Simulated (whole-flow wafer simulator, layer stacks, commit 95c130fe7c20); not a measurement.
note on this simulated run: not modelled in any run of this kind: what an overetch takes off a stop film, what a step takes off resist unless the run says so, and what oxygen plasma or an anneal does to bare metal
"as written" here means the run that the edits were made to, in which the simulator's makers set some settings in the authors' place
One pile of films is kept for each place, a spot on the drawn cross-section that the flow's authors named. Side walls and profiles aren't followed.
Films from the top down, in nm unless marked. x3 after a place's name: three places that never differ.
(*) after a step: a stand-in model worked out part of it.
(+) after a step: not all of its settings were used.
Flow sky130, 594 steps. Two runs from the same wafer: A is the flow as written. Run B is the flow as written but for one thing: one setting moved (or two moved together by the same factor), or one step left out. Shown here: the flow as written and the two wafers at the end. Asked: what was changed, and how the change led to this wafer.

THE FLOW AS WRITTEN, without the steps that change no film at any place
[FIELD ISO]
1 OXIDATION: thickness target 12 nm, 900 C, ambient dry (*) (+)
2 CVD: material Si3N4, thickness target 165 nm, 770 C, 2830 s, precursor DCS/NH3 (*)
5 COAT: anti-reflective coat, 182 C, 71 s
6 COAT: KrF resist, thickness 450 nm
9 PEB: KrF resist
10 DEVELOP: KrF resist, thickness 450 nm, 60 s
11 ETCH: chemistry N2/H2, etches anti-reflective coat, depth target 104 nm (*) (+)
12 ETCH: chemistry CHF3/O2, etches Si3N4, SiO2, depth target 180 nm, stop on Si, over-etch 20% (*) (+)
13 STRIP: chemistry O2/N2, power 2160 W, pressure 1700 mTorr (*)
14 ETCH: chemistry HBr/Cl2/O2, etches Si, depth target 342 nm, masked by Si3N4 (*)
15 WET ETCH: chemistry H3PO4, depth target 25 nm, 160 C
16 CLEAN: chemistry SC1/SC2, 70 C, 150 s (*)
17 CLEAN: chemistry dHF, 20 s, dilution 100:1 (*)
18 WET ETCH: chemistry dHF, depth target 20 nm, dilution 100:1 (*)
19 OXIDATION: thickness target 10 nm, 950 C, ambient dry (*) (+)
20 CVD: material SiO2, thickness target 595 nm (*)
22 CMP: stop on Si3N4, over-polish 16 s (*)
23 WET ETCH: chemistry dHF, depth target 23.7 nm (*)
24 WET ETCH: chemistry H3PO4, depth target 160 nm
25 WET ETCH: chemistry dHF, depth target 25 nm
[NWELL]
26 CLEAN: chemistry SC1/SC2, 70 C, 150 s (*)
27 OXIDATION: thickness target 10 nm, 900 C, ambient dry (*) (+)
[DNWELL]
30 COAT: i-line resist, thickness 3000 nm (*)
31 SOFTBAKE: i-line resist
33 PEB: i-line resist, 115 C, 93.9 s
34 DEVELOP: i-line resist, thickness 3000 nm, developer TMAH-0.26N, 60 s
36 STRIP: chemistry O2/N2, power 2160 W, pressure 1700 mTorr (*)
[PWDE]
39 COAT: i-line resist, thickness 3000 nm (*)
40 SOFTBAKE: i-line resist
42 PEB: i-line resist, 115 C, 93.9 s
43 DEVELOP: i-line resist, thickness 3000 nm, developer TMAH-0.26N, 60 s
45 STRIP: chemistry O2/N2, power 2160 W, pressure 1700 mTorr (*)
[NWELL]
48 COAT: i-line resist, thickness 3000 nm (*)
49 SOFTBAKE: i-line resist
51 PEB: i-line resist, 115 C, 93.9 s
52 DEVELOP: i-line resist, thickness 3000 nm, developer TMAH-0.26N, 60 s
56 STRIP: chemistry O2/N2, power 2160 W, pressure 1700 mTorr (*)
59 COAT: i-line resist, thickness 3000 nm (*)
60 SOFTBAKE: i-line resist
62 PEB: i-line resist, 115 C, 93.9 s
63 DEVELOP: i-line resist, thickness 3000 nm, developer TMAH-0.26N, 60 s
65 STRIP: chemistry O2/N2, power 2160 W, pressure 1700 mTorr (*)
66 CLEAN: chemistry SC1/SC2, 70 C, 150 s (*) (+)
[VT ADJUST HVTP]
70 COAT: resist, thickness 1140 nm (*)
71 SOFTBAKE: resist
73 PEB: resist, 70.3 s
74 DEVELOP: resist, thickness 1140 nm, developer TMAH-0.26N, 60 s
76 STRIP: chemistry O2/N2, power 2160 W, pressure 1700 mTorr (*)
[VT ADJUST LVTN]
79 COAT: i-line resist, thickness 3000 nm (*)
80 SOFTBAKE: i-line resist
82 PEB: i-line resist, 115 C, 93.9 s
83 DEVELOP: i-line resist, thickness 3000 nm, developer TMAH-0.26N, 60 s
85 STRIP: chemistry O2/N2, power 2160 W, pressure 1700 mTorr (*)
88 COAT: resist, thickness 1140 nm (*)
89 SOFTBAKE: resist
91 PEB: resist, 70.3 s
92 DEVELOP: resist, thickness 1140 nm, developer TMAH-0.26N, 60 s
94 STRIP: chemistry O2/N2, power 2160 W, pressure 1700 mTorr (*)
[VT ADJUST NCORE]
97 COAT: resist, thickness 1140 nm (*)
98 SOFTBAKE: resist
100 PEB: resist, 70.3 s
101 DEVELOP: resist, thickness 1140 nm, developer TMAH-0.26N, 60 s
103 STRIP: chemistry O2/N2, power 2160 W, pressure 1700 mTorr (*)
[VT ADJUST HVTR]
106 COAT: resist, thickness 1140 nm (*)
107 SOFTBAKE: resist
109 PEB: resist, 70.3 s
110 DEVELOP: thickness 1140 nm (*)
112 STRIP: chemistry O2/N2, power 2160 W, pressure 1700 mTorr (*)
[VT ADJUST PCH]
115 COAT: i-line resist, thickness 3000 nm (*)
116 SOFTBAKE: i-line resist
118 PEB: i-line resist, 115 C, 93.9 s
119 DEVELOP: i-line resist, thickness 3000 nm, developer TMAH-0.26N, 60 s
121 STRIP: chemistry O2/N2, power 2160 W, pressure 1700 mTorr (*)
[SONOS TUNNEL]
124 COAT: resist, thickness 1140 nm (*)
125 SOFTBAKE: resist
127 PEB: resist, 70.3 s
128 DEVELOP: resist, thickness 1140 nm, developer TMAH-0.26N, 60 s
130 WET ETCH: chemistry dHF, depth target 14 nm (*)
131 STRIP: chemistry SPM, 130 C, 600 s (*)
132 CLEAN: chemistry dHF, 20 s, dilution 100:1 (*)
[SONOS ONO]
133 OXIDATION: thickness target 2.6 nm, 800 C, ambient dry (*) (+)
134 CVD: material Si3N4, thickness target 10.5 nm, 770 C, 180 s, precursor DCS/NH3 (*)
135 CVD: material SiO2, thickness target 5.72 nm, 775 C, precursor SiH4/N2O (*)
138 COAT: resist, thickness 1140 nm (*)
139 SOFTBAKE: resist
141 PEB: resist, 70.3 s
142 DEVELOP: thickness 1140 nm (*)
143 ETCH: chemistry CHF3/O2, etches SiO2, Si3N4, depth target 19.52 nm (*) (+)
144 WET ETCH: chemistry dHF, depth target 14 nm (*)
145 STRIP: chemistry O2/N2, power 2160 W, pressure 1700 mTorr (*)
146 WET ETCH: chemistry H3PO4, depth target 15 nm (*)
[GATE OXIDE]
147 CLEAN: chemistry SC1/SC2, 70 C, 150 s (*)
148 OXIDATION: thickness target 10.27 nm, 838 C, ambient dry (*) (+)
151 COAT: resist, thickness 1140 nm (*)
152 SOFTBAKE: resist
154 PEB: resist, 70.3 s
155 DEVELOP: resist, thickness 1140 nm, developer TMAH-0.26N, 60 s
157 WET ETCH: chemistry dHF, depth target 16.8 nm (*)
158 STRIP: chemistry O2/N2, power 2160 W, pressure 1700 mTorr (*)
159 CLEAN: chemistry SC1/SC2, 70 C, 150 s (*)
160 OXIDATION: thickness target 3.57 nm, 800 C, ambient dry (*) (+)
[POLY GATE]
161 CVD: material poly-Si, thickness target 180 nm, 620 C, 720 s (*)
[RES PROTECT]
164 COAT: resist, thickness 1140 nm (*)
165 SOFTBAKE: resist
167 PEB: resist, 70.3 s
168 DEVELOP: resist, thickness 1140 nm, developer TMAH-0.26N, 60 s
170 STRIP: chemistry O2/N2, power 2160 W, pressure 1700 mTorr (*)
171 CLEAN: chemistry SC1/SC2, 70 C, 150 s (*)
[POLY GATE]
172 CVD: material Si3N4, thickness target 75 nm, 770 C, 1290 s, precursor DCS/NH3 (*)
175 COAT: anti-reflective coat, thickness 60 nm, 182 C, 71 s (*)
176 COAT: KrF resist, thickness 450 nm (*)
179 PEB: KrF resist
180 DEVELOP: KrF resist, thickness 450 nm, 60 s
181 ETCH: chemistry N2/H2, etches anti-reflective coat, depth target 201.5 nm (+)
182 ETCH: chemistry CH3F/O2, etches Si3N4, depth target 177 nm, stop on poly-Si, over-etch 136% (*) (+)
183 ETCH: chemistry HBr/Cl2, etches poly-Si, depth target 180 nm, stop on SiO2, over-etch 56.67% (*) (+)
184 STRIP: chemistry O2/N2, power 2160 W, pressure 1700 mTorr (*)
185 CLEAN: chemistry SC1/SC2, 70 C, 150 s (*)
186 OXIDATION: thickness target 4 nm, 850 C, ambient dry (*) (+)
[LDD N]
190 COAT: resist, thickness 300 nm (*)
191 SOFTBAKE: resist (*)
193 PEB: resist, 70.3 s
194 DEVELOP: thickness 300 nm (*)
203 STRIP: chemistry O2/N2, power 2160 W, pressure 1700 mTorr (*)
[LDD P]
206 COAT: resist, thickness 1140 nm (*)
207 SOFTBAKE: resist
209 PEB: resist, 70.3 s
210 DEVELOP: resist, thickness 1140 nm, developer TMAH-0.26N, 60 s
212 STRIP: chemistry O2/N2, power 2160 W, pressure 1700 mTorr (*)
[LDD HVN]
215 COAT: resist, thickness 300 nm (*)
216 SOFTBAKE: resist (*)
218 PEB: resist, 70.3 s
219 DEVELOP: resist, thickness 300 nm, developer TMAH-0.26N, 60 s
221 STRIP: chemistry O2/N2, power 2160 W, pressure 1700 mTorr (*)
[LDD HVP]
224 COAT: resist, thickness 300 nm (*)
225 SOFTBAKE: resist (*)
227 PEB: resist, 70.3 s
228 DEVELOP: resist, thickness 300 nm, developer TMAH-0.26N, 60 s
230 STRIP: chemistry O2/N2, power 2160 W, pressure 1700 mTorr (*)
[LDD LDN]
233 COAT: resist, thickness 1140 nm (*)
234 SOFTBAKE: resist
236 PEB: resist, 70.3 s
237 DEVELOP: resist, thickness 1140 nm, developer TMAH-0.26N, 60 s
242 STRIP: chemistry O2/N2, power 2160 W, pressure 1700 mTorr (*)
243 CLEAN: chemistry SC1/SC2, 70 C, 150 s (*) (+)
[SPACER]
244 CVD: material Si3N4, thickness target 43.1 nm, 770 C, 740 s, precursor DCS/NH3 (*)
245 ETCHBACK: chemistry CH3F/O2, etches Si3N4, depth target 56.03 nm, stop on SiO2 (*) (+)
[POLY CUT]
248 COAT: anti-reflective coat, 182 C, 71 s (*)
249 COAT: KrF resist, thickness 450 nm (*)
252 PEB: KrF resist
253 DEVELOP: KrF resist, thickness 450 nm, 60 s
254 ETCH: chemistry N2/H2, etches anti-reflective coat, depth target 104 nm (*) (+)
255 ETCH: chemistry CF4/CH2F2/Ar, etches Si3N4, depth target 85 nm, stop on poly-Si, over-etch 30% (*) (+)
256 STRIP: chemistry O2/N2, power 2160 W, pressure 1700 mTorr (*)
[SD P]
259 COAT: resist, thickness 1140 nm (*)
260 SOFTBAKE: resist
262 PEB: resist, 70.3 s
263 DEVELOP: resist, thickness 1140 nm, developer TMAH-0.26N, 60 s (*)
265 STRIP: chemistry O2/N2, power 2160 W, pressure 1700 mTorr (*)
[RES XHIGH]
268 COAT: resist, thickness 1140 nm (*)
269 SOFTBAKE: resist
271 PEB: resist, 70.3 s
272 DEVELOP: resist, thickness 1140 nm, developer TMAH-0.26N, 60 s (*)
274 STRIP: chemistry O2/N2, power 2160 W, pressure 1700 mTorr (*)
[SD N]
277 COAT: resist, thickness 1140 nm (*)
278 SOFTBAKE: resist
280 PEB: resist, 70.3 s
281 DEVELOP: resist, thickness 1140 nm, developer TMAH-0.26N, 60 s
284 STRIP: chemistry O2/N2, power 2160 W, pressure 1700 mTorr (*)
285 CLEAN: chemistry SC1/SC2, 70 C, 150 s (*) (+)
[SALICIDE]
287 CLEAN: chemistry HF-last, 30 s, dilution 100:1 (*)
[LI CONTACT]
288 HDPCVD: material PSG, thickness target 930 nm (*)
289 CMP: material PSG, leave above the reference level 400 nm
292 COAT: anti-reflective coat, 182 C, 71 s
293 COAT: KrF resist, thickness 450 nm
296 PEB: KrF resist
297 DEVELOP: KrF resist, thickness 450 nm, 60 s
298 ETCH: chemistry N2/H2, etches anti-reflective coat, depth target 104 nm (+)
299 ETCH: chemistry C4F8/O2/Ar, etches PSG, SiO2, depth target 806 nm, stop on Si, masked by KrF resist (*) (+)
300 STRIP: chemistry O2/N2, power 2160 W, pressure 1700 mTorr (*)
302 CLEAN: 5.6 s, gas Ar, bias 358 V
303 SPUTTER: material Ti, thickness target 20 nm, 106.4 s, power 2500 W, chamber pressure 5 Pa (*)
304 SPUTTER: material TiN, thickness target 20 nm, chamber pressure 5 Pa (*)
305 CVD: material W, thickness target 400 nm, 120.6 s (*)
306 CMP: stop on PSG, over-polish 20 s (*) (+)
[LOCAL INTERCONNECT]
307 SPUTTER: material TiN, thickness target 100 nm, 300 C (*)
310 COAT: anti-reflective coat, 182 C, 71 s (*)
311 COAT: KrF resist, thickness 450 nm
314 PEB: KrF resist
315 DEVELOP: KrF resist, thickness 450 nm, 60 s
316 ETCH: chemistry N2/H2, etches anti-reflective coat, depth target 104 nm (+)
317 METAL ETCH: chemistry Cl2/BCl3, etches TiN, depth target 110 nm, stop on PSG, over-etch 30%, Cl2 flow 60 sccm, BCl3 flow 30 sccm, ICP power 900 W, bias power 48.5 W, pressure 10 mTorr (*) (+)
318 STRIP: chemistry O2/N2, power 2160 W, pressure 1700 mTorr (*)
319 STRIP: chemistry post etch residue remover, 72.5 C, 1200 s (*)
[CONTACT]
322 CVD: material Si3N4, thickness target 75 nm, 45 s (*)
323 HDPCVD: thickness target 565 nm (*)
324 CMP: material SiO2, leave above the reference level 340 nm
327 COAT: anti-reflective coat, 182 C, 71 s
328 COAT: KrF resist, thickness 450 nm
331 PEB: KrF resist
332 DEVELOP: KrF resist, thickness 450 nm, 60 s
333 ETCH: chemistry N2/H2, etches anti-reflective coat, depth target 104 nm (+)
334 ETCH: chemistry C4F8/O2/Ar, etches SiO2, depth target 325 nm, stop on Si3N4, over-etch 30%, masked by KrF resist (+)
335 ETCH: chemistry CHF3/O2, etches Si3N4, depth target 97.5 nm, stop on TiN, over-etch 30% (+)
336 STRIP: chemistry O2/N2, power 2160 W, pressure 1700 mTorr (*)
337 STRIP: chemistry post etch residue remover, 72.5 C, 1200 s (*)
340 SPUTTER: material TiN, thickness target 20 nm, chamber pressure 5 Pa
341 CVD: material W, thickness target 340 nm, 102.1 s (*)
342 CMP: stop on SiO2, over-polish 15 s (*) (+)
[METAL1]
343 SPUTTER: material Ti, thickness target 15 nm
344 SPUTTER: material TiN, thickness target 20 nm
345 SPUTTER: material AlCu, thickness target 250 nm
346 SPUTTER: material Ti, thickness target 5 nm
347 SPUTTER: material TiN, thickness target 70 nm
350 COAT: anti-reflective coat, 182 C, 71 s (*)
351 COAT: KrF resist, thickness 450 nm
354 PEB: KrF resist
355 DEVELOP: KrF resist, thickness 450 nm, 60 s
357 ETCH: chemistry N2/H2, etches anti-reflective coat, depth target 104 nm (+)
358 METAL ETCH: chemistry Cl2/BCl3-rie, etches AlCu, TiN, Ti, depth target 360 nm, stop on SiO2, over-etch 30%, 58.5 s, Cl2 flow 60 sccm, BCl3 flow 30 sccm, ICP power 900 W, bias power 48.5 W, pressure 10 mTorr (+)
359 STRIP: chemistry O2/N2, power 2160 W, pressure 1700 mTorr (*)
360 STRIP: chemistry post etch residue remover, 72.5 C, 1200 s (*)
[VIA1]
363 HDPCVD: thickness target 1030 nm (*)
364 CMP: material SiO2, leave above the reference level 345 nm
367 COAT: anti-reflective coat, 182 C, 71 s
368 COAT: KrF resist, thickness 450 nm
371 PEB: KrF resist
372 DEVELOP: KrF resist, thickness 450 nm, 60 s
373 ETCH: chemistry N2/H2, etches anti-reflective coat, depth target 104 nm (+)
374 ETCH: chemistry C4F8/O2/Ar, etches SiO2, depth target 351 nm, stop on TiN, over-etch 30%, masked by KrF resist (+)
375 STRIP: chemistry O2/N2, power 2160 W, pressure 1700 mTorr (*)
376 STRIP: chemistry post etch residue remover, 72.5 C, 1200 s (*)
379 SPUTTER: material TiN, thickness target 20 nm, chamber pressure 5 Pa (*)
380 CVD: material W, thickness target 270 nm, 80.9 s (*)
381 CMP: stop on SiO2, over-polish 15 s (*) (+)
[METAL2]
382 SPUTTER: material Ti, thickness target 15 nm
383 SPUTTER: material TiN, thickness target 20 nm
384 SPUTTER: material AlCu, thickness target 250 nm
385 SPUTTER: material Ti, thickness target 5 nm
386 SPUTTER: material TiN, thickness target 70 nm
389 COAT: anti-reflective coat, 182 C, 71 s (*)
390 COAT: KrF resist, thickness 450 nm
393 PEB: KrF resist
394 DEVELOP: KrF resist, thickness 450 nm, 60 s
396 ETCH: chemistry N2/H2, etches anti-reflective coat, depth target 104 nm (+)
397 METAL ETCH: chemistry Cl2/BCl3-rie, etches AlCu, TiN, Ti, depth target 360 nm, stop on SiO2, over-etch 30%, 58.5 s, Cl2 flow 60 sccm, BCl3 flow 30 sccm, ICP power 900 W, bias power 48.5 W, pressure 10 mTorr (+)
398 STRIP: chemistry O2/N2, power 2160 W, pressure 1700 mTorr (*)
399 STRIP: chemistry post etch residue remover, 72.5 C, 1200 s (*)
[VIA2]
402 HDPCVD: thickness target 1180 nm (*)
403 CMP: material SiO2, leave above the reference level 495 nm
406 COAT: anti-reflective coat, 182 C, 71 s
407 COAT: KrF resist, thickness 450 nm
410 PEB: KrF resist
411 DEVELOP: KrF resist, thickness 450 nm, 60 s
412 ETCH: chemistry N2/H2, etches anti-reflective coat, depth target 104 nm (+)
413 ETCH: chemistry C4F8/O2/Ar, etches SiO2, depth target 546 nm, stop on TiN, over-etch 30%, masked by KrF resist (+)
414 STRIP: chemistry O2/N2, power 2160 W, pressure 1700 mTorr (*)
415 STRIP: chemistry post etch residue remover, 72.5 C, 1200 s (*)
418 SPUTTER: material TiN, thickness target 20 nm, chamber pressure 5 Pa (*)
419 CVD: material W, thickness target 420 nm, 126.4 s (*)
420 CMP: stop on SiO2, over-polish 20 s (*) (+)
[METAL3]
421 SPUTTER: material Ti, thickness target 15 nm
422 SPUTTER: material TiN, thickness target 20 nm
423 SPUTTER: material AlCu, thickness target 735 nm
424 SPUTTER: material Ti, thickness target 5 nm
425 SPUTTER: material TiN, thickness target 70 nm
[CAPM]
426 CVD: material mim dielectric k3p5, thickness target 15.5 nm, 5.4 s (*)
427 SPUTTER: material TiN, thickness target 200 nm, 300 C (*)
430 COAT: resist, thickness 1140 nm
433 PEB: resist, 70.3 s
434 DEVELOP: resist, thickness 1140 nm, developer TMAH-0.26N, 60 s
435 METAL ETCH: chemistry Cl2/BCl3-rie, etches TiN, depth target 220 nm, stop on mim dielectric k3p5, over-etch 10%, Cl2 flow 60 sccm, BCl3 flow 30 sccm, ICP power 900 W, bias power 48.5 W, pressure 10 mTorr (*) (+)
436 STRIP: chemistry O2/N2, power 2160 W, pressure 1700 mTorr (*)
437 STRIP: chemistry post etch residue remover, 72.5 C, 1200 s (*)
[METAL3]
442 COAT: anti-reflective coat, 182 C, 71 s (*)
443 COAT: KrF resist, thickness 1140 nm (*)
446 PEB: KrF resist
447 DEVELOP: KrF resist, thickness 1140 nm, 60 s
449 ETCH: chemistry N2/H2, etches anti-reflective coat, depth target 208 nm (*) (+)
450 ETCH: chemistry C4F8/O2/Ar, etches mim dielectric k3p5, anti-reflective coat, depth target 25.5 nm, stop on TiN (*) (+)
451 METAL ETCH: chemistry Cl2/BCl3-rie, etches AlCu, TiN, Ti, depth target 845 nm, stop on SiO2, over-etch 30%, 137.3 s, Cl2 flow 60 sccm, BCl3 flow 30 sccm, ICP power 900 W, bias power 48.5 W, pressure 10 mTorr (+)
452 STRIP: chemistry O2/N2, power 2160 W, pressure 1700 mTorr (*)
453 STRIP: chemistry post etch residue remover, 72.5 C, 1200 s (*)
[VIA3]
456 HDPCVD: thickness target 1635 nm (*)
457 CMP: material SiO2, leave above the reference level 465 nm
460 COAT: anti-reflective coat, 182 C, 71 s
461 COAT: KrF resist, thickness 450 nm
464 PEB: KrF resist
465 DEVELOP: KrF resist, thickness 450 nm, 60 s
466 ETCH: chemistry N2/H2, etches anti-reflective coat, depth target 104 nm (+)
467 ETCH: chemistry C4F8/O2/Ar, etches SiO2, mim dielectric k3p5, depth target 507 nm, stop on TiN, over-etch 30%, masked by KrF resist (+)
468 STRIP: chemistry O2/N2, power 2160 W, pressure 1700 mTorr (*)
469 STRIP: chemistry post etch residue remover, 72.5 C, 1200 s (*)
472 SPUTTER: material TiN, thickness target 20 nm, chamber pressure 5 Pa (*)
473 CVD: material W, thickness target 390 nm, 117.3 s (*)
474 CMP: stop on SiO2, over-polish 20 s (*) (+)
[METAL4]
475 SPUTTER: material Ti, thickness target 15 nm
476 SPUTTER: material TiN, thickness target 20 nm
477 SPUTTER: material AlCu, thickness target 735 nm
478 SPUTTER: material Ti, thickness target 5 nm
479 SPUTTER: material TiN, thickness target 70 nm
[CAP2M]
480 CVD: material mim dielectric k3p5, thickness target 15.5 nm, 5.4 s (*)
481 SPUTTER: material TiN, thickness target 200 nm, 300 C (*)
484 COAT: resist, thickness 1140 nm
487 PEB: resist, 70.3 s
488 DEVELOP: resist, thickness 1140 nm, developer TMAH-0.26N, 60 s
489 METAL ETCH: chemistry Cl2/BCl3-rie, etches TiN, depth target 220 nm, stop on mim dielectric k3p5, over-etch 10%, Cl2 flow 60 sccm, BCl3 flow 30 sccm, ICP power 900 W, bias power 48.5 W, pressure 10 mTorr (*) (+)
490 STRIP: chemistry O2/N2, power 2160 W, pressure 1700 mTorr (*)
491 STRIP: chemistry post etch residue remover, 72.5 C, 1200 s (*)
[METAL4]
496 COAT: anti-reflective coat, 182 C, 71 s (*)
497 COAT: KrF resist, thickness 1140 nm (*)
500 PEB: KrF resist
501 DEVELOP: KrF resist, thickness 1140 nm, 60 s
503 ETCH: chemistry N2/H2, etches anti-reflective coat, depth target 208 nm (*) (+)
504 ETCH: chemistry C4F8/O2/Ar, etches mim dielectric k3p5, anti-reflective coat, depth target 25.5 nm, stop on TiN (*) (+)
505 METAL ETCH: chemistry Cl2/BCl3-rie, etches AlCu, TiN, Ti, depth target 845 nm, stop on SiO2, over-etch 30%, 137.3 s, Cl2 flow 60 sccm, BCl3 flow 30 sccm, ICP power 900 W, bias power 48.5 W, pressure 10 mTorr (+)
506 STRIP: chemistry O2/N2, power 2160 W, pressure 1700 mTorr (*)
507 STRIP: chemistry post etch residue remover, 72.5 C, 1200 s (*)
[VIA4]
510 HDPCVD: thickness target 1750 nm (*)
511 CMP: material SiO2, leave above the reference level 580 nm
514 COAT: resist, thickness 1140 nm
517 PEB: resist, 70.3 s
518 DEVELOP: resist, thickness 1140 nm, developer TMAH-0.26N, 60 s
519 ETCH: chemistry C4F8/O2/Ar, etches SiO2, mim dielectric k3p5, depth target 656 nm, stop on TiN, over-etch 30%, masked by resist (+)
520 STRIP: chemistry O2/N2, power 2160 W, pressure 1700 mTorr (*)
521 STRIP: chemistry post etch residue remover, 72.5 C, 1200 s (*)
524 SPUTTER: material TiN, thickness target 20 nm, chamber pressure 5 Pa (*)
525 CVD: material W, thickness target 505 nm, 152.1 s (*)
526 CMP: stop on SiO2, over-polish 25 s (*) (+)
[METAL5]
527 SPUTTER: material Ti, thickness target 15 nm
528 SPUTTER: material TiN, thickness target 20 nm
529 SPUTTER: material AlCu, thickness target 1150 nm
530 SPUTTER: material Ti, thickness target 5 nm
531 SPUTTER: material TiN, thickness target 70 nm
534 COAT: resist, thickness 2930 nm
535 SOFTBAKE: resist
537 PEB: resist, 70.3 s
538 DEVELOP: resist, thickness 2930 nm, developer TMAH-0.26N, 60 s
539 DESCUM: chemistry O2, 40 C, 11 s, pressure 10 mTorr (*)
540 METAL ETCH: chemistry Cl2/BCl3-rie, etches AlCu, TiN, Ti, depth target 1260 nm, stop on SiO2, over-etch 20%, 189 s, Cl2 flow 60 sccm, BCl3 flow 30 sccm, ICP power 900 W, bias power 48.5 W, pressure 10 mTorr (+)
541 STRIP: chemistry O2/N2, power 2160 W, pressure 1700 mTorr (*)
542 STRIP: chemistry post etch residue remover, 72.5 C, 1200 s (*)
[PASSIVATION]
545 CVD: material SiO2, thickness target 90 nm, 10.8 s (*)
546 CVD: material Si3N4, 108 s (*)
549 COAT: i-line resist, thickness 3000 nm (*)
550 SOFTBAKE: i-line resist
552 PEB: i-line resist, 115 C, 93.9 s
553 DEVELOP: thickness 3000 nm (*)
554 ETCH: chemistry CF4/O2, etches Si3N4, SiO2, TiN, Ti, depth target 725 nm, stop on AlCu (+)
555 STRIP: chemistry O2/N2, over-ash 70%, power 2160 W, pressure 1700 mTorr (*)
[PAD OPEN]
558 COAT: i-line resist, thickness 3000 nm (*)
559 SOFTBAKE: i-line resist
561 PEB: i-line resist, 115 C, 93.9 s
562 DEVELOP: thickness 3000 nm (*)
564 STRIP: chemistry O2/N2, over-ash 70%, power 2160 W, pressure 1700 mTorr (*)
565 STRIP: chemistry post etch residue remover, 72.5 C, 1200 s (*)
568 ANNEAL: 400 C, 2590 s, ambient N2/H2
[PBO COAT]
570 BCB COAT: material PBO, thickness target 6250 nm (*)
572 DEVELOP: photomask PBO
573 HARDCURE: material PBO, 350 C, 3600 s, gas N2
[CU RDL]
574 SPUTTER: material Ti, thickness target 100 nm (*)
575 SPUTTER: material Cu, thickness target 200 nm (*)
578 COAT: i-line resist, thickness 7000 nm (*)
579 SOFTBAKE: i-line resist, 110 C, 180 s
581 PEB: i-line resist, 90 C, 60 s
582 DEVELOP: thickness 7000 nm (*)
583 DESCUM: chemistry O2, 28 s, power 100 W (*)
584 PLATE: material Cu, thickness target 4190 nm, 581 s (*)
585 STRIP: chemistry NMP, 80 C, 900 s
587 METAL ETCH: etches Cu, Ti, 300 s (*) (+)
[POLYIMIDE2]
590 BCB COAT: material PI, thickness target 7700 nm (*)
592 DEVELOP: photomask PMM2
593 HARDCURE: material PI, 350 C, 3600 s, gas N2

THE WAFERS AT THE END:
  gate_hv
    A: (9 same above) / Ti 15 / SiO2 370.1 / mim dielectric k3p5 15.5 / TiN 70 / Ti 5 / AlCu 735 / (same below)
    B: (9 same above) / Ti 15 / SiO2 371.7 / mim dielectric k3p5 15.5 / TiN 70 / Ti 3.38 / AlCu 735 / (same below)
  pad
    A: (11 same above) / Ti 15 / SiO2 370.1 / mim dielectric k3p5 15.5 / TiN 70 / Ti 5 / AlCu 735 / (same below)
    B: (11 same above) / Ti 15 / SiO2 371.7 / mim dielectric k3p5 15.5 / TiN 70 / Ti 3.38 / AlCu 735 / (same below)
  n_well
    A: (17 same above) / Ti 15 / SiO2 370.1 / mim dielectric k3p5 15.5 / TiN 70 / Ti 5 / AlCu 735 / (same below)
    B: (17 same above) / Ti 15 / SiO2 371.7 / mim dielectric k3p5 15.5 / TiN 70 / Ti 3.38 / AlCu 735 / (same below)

The cause: step 424, SPUTTER: thickness target 3.38 nm was run, where the flow has thickness target 5 nm.
It can be read off the wafer: gate_hv has Ti 3.38, and step 424 as written asks for 5 nm.

How the change led to this, step by step:
  424 SPUTTER: material Ti, thickness target 5 nm
      field, active, n_well and 188 more: A Ti +5 (new film) | B Ti +3.38 (new film)
  451 METAL ETCH: chemistry Cl2/BCl3-rie, etches AlCu, TiN, Ti, depth target 845 nm, stop on SiO2, over-etch 30%, 137.3 s, Cl2 flow 60 sccm, BCl3 flow 30 sccm, ICP power 900 W, bias power 48.5 W, pressure 10 mTorr (+)
      field, gate, spacer and 68 more: A TiN -70 (all of it), Ti -5 (all of it), AlCu -735 (all of it), TiN -20 (all of it), Ti -15 (all of it), SiO2 -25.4 | B TiN -70 (all of it), Ti -3.38 (all of it), AlCu -735 (all of it), TiN -20 (all of it), Ti -15 (all of it), SiO2 -25.5
      active, vpp_ln, vpp_iso2 and 11 more: A TiN -70 (all of it), Ti -5 (all of it), AlCu -735 (all of it), TiN -20 (all of it), Ti -15 (all of it), SiO2 -25.3 | B TiN -70 (all of it), Ti -3.38 (all of it), AlCu -735 (all of it), TiN -20 (all of it), Ti -15 (all of it), SiO2 -25.5
